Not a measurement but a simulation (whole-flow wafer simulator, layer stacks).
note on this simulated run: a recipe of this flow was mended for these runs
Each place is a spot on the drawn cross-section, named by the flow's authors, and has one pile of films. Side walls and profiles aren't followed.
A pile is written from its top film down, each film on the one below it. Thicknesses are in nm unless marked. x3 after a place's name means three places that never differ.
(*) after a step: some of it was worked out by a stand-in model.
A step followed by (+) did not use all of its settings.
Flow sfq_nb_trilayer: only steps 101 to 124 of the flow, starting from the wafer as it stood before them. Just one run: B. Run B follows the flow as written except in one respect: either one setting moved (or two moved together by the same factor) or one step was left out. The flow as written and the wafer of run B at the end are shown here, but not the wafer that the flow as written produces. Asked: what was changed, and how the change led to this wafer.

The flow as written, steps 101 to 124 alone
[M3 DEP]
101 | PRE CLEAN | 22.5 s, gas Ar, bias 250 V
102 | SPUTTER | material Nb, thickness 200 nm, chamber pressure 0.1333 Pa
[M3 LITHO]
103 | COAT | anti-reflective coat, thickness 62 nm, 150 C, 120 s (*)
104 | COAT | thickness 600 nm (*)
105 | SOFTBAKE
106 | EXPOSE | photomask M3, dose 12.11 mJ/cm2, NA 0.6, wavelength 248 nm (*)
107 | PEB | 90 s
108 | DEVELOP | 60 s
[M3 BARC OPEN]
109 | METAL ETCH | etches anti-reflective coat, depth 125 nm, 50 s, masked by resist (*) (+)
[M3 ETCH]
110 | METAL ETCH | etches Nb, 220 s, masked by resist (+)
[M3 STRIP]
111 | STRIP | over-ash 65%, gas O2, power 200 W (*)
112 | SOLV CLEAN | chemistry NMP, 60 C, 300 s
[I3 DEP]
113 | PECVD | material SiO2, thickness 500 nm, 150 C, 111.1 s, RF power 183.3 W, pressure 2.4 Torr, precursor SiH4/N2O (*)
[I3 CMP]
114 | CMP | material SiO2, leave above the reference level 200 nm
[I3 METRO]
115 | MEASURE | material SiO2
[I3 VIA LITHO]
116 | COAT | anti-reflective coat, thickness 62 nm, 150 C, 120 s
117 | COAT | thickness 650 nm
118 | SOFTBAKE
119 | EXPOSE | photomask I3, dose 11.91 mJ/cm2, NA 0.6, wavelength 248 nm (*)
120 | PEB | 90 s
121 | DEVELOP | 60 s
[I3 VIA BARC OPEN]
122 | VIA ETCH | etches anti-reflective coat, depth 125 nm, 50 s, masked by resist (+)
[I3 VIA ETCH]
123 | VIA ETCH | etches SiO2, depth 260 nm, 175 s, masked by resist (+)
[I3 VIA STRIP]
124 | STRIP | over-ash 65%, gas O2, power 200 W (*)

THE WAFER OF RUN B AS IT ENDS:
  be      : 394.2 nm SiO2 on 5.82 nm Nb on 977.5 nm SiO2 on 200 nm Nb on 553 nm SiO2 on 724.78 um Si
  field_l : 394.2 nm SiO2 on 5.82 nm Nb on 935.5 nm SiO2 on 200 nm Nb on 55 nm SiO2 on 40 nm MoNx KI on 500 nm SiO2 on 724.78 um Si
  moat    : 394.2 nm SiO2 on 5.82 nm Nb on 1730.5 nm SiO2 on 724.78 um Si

What caused this: step 110, METAL ETCH: 178 s was run, whereas the flow has 220 s.

How this came from the change, step by step:
  110 | METAL ETCH | etches Nb, 220 s, masked by resist (+)
      field_l, be, be_sur and 72 more: -194.2 Nb (in the flow as written it would be: -200 Nb (all of it), -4 SiO2)
      v_sur, via_wl, via_w and 28 more: -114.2 KrF-resist-other-grade (in the flow as written it would be: -141.2 KrF-resist-other-grade)
  111 | STRIP | over-ash 65%, gas O2, power 200 W (*)
      p4_w1 x9, wl_j_sl x15: -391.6 KrF-resist-other-grade (all of it), -62 anti-reflective coat (all of it) (in the flow as written it would be: -364.6 KrF-resist-other-grade (all of it), -62 anti-reflective coat (all of it))
      v_sur: -388 KrF-resist-other-grade (all of it), -46 anti-reflective coat (all of it) (in the flow as written it would be: -361 KrF-resist-other-grade (all of it), -46 anti-reflective coat (all of it))
      (also at 6 further places)
  113 | PECVD | material SiO2, thickness 500 nm, 150 C, 111.1 s, RF power 183.3 W, pressure 2.4 Torr, precursor SiH4/N2O (*)
      field_l, be, be_sur and 64 more: +500 SiO2 (new film) (in the flow as written it would be: +500 SiO2)
      p4_g1 x8: +551.3 SiO2 (new film) (in the flow as written it would be: +561.1 SiO2)
  114 | CMP | material SiO2, leave above the reference level 200 nm
      field_l, be, be_sur and 64 more: -105.8 SiO2 (in the flow as written it would be: -96 SiO2)
If metal films that touch count as one body, be has 2 bodies (between them, from the top down: SiO2 977.5); the flow as written gives 1 body.
If metal films that touch count as one body, field_l has 3 bodies (between them, from the top down: SiO2 935.5; SiO2 55); the flow as written gives 2 bodies (between them, from the top down: SiO2 55).
If metal films that touch count as one body, moat has 1 body; the flow as written gives 0 bodies.
